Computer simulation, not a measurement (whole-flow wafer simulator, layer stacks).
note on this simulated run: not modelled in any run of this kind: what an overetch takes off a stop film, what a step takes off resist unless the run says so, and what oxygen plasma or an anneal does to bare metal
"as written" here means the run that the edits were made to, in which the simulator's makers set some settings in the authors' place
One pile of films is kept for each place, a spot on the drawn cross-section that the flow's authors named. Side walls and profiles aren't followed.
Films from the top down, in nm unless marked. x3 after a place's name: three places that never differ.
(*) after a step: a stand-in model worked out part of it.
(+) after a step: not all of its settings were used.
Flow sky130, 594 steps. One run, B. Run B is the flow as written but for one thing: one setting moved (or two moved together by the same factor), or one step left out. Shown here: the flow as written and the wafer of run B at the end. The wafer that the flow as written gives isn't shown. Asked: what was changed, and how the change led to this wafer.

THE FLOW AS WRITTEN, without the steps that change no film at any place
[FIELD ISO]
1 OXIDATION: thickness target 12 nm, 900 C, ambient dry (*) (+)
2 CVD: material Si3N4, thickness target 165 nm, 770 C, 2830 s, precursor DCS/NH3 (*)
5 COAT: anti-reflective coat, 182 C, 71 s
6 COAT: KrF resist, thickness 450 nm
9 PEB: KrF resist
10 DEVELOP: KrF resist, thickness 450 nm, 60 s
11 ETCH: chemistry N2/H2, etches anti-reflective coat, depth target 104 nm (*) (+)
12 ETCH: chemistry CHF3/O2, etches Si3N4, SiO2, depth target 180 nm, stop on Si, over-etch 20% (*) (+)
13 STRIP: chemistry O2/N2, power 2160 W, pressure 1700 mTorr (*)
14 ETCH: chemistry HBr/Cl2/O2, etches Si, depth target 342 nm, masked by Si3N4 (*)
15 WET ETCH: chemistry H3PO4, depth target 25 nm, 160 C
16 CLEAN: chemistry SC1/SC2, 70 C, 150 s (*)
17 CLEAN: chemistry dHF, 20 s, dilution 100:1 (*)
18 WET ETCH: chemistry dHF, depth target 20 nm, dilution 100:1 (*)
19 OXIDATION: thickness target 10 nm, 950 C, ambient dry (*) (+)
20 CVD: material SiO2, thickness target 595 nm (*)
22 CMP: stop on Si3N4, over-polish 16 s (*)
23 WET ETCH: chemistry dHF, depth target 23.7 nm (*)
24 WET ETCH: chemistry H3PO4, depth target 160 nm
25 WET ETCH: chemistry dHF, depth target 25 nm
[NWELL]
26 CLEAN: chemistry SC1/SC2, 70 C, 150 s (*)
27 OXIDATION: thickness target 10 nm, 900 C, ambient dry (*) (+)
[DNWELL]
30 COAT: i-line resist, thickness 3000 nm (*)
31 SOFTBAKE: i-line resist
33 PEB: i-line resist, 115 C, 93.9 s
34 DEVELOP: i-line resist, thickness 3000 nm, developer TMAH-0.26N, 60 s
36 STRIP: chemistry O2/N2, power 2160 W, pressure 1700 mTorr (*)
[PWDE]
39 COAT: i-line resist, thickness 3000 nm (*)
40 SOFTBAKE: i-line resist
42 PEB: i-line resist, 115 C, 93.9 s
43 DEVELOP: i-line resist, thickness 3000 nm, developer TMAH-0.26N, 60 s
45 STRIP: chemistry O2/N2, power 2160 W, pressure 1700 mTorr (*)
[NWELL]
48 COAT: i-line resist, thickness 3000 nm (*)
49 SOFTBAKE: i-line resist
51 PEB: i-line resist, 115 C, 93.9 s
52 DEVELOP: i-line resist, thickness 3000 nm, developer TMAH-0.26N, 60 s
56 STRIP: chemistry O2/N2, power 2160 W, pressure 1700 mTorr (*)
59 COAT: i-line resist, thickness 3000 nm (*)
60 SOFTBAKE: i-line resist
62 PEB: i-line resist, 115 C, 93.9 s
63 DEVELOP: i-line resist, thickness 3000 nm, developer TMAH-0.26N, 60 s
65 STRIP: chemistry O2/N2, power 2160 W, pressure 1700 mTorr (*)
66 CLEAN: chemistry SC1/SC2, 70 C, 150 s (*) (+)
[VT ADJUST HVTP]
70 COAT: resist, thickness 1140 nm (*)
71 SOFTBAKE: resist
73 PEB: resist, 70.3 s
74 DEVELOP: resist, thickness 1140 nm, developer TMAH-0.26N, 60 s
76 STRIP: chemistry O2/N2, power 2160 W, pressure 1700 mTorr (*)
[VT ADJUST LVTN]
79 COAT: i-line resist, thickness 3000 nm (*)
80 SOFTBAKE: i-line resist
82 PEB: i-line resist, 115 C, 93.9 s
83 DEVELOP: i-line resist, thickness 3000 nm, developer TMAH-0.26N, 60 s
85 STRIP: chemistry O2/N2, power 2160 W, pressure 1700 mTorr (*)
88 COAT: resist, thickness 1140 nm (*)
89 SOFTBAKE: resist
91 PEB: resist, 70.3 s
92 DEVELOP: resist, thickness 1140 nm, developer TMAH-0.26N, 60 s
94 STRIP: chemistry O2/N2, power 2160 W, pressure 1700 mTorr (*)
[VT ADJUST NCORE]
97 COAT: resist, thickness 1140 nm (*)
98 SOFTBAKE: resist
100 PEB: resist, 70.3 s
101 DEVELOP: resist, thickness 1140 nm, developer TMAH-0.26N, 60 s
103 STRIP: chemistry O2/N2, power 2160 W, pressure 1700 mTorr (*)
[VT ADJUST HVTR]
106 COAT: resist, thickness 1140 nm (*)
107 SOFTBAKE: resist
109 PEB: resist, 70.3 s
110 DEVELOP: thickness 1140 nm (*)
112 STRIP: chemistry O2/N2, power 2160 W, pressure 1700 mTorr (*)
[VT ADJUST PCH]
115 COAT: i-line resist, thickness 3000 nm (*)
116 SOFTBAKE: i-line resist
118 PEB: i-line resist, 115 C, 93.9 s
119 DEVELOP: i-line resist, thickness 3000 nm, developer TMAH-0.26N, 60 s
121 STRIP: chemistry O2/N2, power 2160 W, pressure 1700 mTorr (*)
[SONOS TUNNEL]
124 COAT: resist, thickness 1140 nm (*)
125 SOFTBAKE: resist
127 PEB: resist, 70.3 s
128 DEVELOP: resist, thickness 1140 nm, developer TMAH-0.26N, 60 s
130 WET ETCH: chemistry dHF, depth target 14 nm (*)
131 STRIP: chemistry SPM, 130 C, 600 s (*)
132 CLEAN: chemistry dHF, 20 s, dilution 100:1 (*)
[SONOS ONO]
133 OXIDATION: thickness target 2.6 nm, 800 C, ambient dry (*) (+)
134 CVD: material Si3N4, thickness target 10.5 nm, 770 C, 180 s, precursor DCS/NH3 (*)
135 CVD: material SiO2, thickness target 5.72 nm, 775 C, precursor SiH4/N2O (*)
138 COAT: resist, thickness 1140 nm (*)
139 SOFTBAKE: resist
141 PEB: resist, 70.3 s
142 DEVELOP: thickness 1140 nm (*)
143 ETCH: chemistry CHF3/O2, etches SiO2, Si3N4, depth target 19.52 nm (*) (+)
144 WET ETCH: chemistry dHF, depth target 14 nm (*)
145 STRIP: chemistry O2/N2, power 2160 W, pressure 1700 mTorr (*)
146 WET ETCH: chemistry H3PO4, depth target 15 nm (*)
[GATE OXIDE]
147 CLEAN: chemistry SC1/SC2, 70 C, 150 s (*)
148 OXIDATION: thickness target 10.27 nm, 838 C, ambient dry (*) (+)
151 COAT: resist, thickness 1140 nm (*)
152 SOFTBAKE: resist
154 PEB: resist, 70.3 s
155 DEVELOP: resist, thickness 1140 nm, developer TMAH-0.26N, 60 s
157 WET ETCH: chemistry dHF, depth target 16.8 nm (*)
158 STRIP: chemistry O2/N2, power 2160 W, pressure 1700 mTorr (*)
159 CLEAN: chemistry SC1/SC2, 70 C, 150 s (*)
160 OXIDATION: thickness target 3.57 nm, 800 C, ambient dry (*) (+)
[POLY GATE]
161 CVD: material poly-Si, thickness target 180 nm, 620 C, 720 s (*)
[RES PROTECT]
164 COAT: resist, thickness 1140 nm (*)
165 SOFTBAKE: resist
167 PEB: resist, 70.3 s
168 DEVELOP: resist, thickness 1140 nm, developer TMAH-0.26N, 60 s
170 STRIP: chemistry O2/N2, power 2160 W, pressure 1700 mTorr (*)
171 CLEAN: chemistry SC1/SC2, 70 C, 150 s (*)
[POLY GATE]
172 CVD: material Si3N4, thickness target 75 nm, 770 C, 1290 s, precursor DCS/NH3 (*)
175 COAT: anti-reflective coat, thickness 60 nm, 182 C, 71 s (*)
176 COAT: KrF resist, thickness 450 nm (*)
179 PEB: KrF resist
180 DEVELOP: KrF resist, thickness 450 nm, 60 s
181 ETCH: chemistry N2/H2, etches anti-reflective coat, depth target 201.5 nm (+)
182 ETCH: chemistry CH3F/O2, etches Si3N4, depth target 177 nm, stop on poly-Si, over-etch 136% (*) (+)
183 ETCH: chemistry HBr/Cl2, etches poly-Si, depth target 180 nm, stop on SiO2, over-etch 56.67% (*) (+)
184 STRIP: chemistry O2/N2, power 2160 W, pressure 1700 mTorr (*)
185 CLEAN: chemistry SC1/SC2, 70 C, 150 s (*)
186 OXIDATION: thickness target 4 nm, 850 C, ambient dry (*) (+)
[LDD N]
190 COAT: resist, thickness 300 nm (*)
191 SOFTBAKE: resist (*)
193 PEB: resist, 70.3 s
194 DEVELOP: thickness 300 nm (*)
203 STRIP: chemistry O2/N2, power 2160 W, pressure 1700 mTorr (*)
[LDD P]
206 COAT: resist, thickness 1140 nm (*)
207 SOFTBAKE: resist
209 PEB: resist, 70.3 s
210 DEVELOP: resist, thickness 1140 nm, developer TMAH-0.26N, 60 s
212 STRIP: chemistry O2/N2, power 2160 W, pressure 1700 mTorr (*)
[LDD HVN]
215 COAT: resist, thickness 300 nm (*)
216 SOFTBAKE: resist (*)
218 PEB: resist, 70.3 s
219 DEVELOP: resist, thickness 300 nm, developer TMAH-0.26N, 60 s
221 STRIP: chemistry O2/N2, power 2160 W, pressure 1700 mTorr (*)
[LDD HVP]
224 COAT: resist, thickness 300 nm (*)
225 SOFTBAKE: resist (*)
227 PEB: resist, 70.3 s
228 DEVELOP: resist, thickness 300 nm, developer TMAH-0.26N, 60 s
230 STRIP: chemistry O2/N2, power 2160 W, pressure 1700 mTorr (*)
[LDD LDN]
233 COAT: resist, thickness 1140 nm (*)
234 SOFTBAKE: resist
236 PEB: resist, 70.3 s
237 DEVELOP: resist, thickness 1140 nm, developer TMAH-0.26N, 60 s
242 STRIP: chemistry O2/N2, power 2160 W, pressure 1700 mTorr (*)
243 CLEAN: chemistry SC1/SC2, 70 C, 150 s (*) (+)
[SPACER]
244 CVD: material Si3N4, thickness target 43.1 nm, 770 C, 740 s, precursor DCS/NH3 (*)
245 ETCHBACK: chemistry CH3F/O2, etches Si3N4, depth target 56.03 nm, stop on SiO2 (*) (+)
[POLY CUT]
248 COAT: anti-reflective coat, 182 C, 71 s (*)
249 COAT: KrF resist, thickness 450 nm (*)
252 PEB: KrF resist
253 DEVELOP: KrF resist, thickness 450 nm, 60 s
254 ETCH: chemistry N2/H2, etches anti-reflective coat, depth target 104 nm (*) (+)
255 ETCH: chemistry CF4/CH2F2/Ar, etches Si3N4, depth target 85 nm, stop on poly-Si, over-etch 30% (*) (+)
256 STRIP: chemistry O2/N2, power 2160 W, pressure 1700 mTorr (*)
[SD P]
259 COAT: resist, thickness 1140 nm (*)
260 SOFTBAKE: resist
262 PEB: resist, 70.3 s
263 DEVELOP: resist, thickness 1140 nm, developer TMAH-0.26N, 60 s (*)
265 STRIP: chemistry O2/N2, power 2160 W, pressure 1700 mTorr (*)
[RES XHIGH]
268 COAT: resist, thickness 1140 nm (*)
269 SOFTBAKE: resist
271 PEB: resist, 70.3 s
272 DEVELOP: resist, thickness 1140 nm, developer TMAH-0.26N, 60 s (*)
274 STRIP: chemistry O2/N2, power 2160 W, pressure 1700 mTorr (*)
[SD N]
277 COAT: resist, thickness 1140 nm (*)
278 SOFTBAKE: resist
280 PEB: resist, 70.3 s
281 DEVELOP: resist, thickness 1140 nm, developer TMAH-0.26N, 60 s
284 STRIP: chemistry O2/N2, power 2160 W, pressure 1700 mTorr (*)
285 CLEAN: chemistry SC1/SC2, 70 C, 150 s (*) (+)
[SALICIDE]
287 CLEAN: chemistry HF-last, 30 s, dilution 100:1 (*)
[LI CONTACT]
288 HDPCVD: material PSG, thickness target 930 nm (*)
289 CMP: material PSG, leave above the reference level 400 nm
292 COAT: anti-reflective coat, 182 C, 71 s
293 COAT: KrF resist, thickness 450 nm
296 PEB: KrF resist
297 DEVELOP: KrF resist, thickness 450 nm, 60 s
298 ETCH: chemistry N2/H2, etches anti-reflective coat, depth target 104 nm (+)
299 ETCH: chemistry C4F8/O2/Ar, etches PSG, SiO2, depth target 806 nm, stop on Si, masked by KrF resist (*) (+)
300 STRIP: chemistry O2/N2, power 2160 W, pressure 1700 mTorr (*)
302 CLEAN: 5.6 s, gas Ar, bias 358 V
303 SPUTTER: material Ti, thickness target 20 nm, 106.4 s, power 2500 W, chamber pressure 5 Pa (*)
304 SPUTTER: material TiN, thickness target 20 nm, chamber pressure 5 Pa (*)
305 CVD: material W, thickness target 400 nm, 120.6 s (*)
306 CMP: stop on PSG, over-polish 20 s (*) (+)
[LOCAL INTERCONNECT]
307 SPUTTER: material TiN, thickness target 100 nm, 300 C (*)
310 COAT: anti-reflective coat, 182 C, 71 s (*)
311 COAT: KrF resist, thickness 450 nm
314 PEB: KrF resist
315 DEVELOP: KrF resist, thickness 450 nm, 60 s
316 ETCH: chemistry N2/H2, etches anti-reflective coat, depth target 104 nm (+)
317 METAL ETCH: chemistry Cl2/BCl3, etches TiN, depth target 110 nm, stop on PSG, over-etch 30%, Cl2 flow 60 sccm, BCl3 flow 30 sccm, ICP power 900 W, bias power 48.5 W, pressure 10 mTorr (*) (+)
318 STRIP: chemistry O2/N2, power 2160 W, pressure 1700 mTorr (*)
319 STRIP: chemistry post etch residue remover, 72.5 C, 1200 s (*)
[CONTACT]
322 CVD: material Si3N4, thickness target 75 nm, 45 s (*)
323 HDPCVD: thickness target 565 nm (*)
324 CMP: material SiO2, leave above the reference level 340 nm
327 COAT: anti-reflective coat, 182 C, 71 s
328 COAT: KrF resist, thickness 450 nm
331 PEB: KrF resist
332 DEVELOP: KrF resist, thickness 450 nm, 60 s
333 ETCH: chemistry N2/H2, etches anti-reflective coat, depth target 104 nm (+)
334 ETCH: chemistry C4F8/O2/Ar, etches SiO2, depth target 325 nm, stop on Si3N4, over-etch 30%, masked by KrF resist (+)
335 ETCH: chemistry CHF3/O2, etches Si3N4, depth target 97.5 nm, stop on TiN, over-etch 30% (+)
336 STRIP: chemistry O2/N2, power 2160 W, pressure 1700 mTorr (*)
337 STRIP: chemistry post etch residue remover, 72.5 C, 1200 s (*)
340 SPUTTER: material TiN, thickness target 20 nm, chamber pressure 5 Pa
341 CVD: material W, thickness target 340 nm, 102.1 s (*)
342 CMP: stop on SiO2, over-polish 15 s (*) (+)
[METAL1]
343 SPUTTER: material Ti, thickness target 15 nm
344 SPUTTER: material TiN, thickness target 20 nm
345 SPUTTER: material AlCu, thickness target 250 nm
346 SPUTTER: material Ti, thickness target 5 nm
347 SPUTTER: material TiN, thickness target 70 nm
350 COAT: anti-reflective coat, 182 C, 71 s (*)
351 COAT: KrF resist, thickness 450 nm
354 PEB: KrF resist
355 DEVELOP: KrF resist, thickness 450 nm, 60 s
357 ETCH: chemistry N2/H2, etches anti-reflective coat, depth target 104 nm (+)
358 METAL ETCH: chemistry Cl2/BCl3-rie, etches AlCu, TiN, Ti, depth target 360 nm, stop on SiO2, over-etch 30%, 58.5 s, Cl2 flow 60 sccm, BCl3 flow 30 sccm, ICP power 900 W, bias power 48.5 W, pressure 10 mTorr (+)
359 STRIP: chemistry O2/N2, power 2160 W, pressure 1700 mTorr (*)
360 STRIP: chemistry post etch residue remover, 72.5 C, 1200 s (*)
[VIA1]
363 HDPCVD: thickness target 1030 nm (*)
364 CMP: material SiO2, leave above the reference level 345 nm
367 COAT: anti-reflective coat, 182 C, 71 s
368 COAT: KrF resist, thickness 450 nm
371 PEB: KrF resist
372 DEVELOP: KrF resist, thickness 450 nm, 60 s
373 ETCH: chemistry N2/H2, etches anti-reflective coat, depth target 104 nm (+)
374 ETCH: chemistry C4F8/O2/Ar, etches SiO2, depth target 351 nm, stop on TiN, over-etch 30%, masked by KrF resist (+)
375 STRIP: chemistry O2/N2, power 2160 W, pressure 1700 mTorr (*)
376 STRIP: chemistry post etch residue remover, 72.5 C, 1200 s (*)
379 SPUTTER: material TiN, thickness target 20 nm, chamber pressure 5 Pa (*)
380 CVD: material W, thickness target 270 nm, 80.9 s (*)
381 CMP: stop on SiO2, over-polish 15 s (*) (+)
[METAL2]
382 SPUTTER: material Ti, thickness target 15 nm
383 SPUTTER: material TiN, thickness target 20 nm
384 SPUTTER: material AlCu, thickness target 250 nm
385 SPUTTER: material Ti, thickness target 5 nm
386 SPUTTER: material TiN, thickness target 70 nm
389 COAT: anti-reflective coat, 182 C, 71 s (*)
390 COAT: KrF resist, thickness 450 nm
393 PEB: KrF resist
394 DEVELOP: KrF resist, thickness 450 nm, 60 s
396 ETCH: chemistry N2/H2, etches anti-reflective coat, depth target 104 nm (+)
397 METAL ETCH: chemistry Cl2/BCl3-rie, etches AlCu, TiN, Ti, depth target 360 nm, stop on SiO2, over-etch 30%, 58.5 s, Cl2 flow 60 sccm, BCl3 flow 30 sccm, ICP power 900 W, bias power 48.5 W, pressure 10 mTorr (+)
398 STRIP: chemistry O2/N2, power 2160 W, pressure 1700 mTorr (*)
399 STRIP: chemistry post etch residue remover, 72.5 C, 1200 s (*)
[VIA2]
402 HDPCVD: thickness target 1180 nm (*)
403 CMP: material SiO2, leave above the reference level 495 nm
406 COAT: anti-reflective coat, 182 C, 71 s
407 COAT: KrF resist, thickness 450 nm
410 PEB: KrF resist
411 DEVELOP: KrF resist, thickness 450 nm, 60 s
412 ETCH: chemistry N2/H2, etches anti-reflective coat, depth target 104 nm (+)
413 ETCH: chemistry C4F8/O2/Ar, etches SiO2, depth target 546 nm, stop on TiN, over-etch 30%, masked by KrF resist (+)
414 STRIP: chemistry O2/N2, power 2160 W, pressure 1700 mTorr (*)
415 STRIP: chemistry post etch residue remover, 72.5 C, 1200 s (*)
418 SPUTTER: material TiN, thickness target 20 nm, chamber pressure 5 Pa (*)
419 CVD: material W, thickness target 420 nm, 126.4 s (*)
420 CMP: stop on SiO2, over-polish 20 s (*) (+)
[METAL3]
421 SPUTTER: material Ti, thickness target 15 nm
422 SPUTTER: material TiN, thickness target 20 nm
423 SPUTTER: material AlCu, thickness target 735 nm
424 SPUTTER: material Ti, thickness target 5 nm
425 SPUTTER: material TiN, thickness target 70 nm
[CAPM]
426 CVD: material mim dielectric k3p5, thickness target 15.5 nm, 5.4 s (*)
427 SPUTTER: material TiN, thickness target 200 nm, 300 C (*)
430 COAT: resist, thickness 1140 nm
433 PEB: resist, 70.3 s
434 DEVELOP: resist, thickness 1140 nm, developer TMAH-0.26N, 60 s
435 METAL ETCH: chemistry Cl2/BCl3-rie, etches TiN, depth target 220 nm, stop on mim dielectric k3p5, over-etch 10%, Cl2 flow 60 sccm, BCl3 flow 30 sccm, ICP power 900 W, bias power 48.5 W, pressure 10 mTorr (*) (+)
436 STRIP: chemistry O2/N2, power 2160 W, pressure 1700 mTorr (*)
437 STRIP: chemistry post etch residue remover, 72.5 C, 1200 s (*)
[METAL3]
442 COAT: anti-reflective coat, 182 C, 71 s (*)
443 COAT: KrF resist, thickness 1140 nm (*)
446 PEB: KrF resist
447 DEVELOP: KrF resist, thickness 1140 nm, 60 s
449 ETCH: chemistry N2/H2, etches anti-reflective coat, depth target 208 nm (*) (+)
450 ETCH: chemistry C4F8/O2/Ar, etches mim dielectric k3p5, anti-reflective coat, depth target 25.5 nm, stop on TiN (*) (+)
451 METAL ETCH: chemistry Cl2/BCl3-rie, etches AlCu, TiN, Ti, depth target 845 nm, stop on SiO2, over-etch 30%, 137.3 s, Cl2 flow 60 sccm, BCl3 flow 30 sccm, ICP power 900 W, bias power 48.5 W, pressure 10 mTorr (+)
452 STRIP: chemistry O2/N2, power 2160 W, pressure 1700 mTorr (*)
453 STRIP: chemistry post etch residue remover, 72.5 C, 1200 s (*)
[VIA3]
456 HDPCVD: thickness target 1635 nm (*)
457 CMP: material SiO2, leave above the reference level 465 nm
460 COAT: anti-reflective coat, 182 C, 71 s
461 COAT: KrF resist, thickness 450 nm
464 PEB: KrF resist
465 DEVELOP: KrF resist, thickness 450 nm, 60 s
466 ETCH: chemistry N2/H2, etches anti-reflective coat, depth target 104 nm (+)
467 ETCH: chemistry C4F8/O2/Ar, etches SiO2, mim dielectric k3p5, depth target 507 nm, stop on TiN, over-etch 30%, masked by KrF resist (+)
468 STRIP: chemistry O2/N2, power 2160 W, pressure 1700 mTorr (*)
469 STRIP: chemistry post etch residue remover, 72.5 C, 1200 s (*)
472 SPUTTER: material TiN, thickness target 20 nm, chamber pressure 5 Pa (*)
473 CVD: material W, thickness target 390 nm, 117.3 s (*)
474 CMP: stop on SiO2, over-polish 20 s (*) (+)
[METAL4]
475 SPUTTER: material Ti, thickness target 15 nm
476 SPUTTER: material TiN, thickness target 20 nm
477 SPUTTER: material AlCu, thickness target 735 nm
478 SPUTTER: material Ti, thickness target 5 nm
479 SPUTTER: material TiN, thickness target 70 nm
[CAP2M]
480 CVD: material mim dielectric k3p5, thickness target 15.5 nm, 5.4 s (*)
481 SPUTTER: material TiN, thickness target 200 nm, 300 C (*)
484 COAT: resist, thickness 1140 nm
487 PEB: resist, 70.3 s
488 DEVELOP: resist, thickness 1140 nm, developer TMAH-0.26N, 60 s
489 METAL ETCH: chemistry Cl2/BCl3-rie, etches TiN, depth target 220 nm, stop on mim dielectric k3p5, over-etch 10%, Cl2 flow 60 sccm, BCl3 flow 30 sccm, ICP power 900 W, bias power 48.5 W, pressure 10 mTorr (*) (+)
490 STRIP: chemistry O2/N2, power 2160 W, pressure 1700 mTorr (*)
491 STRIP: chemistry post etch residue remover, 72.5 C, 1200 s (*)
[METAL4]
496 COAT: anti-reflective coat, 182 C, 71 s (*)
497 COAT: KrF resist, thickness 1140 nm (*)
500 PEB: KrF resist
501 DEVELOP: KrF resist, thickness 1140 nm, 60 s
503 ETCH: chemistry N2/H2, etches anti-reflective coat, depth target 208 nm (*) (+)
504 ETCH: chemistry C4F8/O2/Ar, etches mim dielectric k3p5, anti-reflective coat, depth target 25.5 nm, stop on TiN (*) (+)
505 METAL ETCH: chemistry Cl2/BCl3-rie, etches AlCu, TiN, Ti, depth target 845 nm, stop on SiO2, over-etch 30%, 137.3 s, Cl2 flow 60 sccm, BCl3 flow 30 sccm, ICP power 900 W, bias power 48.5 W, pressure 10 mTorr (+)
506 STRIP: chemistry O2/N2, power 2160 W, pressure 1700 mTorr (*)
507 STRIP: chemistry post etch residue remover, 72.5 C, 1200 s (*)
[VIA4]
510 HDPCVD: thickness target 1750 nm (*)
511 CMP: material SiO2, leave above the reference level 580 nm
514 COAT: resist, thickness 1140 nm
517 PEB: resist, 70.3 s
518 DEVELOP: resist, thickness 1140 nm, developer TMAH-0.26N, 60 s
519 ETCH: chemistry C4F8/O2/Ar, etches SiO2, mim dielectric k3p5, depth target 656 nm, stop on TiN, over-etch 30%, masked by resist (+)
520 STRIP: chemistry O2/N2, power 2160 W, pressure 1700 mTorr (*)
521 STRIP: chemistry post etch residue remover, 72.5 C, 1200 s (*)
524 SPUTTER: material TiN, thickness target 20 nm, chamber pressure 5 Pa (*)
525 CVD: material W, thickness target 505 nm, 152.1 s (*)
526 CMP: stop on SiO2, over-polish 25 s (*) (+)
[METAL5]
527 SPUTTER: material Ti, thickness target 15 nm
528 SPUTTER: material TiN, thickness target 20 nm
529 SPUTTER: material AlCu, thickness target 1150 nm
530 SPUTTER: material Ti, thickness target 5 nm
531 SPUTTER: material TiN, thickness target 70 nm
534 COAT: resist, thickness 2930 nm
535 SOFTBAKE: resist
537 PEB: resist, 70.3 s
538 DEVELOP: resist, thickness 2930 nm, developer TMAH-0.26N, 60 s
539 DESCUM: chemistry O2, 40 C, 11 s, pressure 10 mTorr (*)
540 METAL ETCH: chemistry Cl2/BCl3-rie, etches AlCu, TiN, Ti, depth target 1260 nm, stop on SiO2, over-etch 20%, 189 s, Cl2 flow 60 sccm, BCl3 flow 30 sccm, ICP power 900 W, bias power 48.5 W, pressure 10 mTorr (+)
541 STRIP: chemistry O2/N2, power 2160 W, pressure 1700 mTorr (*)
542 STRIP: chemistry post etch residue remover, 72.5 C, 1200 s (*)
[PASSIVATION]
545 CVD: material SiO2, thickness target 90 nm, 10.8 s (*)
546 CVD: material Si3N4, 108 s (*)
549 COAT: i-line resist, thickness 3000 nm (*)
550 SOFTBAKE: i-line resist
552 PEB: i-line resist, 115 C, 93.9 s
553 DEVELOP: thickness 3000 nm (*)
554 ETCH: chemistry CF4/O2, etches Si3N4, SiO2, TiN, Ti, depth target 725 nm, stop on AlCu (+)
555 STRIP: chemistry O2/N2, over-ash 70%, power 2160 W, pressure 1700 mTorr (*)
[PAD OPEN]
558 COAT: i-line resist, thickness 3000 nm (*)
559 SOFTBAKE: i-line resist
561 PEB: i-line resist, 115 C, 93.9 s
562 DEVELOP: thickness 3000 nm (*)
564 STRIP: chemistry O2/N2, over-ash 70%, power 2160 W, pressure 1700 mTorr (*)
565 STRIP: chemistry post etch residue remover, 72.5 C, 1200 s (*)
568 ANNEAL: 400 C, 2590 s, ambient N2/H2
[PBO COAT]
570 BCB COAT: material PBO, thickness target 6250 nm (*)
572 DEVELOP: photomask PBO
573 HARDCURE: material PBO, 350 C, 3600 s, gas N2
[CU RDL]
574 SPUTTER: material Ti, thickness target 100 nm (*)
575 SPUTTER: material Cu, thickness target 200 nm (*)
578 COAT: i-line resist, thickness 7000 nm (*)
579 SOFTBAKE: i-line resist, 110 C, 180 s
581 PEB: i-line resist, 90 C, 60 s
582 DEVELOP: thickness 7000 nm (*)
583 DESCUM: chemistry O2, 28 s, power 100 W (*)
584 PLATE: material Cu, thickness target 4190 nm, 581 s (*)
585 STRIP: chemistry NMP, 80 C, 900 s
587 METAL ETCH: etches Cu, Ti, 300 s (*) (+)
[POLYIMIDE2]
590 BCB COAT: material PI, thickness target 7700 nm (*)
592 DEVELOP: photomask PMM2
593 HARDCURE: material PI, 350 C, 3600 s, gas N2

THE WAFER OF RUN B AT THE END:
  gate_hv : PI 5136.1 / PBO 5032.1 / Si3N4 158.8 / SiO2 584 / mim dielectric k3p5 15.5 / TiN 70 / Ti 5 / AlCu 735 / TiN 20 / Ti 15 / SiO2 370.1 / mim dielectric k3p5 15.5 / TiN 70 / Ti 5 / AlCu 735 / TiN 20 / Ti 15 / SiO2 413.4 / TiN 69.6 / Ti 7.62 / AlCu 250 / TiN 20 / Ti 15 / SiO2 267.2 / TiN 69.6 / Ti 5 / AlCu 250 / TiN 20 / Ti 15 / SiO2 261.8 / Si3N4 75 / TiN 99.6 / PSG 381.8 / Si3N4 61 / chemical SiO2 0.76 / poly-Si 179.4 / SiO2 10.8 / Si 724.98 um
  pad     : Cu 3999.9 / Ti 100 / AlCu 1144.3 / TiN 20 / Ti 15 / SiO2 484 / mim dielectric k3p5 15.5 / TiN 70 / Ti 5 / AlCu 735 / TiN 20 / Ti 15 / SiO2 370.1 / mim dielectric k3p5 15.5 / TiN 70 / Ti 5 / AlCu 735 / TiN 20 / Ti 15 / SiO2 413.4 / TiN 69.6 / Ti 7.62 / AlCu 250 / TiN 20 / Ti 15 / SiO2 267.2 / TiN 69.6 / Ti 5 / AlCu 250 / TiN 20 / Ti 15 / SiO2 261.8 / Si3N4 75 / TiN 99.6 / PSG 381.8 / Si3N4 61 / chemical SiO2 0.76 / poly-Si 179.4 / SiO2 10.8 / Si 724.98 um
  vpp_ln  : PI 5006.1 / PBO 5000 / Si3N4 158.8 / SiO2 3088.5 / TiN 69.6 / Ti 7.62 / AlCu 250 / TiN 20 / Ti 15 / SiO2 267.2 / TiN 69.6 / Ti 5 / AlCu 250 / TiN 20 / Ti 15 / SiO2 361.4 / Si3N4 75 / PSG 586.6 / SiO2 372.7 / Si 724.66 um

The cause: step 385, SPUTTER: thickness target 7.62 nm was run, where the flow has thickness target 5 nm.
It can be read off the wafer: gate_hv has Ti 7.62, and step 385 as written asks for 5 nm.

How the change led to this, step by step:
  385 SPUTTER: material Ti, thickness target 5 nm
      field, active, n_well and 188 more: Ti +7.62 (new film) (as written it would be: Ti +5 (new film))
  397 METAL ETCH: chemistry Cl2/BCl3-rie, etches AlCu, TiN, Ti, depth target 360 nm, stop on SiO2, over-etch 30%, 58.5 s, Cl2 flow 60 sccm, BCl3 flow 30 sccm, ICP power 900 W, bias power 48.5 W, pressure 10 mTorr (+)
      field, active, gate and 82 more: TiN -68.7 (all of it), Ti -7.62 (all of it), AlCu -250 (all of it), TiN -20 (all of it), Ti -15 (all of it), SiO2 -10.7 (as written it would be: TiN -68.7 (all of it), Ti -5 (all of it), AlCu -250 (all of it), TiN -20 (all of it), Ti -15 (all of it), SiO2 -10.9)
